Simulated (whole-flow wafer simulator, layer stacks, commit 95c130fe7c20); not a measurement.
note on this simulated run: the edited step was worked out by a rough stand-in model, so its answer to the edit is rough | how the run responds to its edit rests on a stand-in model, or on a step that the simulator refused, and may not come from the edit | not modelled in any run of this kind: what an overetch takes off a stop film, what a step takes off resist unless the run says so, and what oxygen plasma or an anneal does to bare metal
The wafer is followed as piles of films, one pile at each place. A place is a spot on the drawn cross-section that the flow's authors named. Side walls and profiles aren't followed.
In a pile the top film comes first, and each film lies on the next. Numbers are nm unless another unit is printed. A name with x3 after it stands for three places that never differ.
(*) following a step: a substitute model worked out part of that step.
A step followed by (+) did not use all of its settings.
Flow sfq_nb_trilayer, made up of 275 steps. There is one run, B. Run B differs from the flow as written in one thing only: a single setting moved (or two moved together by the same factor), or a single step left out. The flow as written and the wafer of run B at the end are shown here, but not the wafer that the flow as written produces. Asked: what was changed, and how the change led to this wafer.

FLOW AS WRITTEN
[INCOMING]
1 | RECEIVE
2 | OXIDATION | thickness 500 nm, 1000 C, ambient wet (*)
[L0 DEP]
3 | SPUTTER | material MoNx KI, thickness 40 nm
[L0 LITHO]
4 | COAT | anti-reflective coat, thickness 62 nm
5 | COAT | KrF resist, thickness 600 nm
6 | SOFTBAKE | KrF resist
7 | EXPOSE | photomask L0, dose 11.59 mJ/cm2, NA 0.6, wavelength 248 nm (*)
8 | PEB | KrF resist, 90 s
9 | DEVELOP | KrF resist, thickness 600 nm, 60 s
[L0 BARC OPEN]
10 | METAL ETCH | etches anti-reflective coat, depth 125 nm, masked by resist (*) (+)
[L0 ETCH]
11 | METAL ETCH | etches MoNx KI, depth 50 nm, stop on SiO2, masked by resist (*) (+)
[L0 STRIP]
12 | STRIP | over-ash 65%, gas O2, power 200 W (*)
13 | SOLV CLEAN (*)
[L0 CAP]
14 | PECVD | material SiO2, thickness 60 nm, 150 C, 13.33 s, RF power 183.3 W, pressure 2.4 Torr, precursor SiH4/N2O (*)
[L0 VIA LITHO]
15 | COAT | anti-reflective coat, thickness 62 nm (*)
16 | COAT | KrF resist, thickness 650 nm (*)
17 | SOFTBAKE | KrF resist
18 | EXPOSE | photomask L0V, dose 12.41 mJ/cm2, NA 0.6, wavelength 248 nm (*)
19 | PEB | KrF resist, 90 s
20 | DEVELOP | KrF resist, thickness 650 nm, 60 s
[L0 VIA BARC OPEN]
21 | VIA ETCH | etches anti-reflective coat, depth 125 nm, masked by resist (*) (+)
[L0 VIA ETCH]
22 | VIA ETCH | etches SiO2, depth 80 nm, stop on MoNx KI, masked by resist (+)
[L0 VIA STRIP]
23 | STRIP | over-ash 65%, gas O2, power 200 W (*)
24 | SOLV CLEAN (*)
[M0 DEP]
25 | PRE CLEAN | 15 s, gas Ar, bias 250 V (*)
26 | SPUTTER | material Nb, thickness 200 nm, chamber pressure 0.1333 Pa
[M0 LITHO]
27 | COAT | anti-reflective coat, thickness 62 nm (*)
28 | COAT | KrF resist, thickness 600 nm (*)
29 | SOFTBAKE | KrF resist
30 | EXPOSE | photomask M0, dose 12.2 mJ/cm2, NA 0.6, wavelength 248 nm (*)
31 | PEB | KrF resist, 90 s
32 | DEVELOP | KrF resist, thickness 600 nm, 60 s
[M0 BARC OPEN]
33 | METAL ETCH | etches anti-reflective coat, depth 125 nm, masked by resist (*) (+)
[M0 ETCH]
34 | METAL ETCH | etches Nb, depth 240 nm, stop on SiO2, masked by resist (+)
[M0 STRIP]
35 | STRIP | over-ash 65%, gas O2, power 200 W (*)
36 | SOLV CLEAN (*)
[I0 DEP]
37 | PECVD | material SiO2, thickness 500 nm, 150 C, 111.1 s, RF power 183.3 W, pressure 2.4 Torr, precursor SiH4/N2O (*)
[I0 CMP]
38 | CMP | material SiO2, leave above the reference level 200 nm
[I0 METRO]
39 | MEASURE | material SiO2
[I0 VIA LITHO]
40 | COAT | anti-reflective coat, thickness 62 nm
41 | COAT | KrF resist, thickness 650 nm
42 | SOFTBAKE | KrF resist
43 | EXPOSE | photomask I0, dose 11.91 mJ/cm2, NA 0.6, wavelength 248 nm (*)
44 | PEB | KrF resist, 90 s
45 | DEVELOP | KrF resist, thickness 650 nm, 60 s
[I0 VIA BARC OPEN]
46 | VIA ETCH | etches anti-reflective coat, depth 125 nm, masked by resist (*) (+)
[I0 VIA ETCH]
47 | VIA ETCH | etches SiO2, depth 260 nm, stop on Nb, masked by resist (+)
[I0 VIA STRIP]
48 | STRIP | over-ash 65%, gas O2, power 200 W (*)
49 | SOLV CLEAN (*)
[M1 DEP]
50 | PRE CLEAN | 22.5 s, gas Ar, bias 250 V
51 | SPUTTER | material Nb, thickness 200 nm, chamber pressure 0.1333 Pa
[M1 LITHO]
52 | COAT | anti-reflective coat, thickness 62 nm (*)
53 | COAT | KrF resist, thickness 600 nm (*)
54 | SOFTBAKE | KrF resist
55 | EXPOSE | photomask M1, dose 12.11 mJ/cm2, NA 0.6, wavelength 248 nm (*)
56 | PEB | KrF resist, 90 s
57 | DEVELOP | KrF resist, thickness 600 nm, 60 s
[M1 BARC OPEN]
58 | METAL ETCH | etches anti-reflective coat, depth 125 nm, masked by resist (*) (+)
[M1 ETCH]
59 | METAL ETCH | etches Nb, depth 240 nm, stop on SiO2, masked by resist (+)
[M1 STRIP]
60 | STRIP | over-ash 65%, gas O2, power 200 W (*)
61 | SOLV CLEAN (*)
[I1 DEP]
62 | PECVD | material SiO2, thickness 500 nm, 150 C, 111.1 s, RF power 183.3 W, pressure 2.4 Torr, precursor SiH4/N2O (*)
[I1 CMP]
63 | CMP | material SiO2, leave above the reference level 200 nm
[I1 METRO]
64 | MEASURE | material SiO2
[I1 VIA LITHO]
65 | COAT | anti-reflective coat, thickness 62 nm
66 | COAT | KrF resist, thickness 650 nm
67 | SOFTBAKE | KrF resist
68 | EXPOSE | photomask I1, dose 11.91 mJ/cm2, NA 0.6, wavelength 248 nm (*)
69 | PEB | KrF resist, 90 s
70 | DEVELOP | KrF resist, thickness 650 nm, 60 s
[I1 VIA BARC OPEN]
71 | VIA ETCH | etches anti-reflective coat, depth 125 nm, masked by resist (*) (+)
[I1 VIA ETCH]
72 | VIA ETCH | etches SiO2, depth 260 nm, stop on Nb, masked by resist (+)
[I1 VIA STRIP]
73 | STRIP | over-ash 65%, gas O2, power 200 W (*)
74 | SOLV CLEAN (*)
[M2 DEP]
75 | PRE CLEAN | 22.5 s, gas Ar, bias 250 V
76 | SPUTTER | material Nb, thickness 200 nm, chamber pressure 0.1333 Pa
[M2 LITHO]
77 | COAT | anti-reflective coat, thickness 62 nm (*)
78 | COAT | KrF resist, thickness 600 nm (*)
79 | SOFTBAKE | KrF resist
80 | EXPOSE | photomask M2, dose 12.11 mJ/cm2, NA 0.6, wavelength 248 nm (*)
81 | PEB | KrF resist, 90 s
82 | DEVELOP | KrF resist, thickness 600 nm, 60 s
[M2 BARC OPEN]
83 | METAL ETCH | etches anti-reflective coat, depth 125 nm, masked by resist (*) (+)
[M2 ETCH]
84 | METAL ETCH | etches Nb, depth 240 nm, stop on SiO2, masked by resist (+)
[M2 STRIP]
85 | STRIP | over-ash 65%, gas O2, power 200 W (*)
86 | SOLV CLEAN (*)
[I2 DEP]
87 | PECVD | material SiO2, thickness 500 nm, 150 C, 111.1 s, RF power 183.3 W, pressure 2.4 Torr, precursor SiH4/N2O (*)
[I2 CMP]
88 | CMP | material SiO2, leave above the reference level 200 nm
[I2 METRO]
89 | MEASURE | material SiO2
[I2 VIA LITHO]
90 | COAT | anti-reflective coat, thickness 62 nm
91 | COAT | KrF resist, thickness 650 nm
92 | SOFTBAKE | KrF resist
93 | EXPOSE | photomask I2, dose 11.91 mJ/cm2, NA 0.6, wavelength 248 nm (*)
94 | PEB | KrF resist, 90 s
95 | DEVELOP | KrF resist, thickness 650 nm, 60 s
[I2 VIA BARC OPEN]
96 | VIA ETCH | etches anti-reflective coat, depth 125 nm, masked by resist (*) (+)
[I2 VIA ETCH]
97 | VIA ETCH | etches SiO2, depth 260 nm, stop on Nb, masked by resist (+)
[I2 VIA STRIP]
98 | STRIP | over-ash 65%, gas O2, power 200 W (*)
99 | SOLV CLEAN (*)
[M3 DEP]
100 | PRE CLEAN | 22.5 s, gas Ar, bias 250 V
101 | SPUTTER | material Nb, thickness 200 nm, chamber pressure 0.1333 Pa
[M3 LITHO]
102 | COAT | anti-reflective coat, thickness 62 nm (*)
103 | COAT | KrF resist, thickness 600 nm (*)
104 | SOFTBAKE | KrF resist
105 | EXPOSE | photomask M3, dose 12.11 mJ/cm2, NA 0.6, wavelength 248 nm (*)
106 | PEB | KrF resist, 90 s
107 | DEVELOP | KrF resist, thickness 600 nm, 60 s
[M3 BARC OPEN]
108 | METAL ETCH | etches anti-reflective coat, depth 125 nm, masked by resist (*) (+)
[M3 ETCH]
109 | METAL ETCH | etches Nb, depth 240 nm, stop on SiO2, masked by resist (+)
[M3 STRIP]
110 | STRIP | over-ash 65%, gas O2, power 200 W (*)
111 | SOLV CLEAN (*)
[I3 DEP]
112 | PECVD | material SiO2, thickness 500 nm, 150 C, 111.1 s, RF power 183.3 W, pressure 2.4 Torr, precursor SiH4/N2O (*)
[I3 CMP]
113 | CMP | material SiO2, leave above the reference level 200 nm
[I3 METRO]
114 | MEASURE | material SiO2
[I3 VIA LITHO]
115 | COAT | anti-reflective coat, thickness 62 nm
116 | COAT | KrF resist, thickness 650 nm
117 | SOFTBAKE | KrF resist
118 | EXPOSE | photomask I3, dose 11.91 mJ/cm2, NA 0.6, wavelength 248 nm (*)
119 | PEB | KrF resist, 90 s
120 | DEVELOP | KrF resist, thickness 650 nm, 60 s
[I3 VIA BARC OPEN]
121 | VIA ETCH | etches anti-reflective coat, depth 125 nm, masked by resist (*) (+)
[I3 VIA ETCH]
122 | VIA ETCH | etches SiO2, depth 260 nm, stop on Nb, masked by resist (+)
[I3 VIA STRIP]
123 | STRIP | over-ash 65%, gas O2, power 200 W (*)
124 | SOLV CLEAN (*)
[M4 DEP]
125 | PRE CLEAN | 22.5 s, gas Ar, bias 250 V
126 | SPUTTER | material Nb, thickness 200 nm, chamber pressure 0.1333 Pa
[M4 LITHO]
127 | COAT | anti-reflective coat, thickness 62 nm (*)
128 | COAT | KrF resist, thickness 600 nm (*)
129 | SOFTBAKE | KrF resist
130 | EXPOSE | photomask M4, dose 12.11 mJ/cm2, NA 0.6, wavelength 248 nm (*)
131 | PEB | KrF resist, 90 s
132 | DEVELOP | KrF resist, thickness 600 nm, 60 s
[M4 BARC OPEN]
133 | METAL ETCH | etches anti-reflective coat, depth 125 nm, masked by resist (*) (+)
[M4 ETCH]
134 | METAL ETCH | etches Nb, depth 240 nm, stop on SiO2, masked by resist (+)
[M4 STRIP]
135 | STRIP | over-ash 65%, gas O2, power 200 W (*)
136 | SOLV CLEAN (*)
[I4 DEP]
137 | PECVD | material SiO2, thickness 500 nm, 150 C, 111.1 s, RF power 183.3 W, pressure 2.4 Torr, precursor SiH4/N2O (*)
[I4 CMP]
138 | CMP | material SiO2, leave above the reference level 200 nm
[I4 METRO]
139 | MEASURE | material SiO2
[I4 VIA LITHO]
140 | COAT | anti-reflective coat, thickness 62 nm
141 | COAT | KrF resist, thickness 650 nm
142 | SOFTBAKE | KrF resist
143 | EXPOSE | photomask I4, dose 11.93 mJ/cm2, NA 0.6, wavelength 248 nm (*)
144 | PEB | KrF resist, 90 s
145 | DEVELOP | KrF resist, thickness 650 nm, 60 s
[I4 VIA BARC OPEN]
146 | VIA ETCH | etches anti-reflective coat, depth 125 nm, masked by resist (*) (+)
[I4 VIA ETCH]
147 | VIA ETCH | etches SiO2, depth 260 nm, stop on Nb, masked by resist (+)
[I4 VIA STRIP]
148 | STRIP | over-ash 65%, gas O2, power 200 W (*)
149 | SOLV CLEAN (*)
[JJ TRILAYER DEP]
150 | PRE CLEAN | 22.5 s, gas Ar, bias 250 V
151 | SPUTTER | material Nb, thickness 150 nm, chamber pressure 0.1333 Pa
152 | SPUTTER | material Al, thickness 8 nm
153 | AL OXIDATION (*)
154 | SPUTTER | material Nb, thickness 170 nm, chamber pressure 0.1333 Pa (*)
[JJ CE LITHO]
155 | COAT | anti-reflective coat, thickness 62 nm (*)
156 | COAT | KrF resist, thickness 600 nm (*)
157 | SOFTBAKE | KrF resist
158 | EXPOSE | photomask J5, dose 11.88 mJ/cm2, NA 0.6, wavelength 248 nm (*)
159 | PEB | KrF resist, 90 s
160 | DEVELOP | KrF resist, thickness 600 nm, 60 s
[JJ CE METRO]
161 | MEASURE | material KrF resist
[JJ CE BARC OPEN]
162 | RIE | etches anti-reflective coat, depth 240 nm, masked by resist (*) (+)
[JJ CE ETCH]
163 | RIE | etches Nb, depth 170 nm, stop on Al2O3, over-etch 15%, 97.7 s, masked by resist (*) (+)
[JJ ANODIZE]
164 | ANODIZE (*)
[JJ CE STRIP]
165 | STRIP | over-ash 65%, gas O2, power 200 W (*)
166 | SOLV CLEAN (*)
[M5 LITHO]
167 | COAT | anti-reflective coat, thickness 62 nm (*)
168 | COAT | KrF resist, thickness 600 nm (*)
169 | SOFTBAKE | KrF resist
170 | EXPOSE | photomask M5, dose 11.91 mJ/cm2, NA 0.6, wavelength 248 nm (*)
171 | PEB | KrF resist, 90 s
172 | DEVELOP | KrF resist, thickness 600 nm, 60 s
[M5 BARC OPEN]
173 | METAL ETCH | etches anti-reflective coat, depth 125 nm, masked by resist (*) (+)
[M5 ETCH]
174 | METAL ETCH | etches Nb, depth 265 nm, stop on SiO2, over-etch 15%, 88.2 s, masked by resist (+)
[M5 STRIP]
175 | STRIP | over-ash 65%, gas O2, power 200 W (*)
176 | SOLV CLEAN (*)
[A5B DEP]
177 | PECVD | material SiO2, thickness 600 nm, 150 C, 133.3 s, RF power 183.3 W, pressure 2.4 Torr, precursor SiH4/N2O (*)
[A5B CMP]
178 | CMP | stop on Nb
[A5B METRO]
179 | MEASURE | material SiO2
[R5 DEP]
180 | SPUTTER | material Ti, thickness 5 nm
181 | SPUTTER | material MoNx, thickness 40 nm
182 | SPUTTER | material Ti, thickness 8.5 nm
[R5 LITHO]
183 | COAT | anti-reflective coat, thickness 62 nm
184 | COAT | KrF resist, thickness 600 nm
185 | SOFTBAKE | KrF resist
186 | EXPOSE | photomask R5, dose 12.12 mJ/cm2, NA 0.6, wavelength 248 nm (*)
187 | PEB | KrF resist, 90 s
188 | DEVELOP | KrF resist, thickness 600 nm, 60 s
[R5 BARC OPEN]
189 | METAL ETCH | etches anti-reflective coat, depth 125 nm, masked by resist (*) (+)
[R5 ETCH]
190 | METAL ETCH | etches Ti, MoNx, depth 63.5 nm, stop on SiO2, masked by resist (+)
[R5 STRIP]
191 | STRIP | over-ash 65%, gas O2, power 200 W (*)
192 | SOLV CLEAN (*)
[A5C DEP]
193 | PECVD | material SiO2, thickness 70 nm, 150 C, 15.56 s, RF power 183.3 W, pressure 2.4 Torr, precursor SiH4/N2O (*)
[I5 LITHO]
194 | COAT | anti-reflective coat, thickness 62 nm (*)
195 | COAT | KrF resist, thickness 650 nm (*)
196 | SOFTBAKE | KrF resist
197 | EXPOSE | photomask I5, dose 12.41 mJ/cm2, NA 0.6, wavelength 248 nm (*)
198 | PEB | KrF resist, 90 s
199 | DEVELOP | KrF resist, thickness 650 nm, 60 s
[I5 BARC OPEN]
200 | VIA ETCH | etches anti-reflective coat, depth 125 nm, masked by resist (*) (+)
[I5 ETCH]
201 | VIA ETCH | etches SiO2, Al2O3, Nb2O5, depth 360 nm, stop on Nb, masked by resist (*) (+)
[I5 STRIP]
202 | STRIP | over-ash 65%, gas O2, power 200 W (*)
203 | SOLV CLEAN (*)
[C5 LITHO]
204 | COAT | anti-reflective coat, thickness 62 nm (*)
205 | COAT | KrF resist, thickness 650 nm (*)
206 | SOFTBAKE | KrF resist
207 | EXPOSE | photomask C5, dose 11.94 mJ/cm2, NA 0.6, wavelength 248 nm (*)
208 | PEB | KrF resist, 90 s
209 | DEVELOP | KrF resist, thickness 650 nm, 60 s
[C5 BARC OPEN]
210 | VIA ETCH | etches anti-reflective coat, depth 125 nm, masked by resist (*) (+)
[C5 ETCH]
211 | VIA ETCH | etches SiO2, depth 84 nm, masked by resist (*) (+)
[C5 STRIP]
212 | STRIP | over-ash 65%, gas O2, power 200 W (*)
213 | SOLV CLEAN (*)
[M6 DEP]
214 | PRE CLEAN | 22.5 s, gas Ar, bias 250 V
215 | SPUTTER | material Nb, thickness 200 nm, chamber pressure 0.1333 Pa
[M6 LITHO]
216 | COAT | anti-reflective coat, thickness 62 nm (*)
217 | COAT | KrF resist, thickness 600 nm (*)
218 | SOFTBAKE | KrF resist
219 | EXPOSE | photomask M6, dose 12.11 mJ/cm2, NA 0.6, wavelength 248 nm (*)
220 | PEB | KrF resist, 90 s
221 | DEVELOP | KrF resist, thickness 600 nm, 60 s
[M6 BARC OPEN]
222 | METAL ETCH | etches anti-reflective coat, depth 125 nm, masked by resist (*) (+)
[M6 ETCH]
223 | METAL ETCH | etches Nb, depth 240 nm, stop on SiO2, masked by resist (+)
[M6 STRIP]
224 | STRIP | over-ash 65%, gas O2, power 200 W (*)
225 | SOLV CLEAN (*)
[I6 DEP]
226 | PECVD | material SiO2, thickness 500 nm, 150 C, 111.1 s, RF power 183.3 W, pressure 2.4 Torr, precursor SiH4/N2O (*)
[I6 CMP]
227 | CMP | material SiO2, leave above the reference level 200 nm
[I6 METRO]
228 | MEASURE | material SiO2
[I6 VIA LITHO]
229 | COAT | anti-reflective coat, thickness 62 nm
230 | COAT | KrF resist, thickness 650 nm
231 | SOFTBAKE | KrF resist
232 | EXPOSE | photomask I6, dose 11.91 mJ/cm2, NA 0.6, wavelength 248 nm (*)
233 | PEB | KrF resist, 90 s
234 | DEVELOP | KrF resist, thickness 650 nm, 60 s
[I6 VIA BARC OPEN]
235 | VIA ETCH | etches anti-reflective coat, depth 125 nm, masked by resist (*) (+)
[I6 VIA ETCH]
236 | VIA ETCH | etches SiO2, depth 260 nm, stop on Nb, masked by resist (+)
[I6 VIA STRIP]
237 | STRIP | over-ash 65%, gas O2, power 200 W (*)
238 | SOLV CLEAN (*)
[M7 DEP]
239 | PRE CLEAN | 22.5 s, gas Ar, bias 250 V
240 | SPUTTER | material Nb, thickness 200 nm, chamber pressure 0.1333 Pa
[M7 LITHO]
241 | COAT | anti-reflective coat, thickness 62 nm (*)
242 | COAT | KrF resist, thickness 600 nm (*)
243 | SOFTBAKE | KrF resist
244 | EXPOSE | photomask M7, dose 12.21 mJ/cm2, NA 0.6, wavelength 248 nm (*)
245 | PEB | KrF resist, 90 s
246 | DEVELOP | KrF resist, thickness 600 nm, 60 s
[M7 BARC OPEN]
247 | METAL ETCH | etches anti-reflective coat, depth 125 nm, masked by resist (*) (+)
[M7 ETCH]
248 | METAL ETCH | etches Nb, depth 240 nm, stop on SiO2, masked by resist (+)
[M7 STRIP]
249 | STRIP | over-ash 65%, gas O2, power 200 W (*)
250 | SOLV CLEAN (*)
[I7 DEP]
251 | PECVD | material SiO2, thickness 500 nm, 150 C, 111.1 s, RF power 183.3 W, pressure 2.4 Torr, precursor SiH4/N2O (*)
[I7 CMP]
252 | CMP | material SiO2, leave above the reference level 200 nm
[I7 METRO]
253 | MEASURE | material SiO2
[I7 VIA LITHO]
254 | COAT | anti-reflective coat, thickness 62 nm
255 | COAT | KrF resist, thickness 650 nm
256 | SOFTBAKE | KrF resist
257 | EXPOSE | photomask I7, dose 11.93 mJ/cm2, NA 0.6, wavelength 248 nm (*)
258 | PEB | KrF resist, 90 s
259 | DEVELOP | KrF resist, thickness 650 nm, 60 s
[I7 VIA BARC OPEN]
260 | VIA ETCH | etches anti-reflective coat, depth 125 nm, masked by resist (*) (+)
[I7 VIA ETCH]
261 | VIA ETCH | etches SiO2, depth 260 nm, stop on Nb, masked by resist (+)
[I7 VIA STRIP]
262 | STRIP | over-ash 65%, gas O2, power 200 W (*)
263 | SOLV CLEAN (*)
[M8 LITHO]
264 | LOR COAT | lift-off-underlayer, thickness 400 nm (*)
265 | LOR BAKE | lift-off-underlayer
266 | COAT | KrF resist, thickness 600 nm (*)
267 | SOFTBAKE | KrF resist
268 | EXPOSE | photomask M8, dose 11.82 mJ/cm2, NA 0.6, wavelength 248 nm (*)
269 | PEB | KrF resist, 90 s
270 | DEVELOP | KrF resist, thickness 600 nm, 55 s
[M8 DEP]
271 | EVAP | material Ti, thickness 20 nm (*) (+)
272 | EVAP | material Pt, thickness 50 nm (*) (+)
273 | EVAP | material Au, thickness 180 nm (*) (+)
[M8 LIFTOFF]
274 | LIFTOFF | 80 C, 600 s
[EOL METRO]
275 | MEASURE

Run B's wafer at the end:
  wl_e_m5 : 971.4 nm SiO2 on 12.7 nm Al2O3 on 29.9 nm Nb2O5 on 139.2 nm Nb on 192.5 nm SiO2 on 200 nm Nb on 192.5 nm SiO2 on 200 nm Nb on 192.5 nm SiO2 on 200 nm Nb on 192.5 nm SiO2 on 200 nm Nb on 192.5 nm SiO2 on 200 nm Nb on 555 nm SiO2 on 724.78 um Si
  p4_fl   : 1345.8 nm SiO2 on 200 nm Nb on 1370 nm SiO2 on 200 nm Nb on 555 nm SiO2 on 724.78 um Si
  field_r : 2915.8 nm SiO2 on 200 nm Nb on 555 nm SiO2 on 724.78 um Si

What caused this: step 193, PECVD: thickness 39.9 nm was run, though the flow has thickness 70 nm; step 193, PECVD: 8.867 s was run, where the flow has 15.56 s.

The path from the change to this, step by step:
  193 | PECVD | material SiO2, thickness 70 nm, 150 C, 15.56 s, RF power 183.3 W, pressure 2.4 Torr, precursor SiH4/N2O (*)
      field_l, v_sur, via_wl and 92 more: +39.9 SiO2 (it would be, as written: +70 SiO2)
      ce_l, c5j, ce_r and 8 more: +39.9 SiO2 (new film) (it would be, as written: +70 SiO2 (new film))
  201 | VIA ETCH | etches SiO2, Al2O3, Nb2O5, depth 360 nm, stop on Nb, masked by resist (*) (+)
      be: -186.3 SiO2 (all of it), -12.7 Al2O3 (all of it), -29.9 Nb2O5 (all of it) (it would be, as written: -216.4 SiO2 (all of it), -12.7 Al2O3 (all of it), -29.9 Nb2O5 (all of it))
  204 | COAT | anti-reflective coat, thickness 62 nm (*)
      be: +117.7 anti-reflective coat (new film) (it would be, as written: +122.2 anti-reflective coat (new film))
  205 | COAT | KrF resist, thickness 650 nm (*)
      be: +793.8 KrF resist (new film) (it would be, as written: +815.3 KrF resist (new film))
  211 | VIA ETCH | etches SiO2, depth 84 nm, masked by resist (*) (+)
      field_l, v_sur, via_wl and 101 more: -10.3 KrF resist (it would be, as written: -14.5 KrF resist)
      c5j: -39.8 SiO2 (all of it), -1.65 Nb (it would be, as written: -69.9 SiO2 (all of it), -1.18 Nb)
      (also at 1 further place)
  212 | STRIP | over-ash 65%, gas O2, power 200 W (*)
      be: -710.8 KrF resist (all of it), -117.7 anti-reflective coat (all of it) (it would be, as written: -728.2 KrF resist (all of it), -122.2 anti-reflective coat (all of it))
  215 | SPUTTER | material Nb, thickness 200 nm, chamber pressure 0.1333 Pa
      be: +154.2 Nb (it would be, as written: +147.3 Nb)
      c5j: +196.3 Nb (it would be, as written: +188.4 Nb)
      (also at 1 further place)
  216 | COAT | anti-reflective coat, thickness 62 nm (*)
      be: +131 anti-reflective coat (new film) (it would be, as written: +136.7 anti-reflective coat (new film))
      jj_sur: +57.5 anti-reflective coat (new film) (it would be, as written: +56.1 anti-reflective coat (new film))
      (also at 7 further places)
  217 | COAT | KrF resist, thickness 600 nm (*)
      be: +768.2 KrF resist (new film) (it would be, as written: +793.9 KrF resist (new film))
      res: +589.5 KrF resist (new film) (it would be, as written: +605.2 KrF resist (new film))
  224 | STRIP | over-ash 65%, gas O2, power 200 W (*)
      be: -550.2 KrF resist (all of it), -131 anti-reflective coat (all of it) (it would be, as written: -575.8 KrF resist (all of it), -136.7 anti-reflective coat (all of it))
      jj_sur: -380.4 KrF resist (all of it), -57.5 anti-reflective coat (all of it) (it would be, as written: -378.5 KrF resist (all of it), -56.1 anti-reflective coat (all of it))
      (also at 7 further places)
  226 | PECVD | material SiO2, thickness 500 nm, 150 C, 111.1 s, RF power 183.3 W, pressure 2.4 Torr, precursor SiH4/N2O (*)
      be: +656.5 SiO2 (new film) (it would be, as written: +693.5 SiO2 (new film))
      c5j: +500 SiO2 (new film) (it would be, as written: +514.7 SiO2 (new film))
  227 | CMP | material SiO2, leave above the reference level 200 nm
      c5j: -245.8 SiO2 (it would be, as written: -223 SiO2)
      res: -316.6 SiO2 (it would be, as written: -279.4 SiO2)
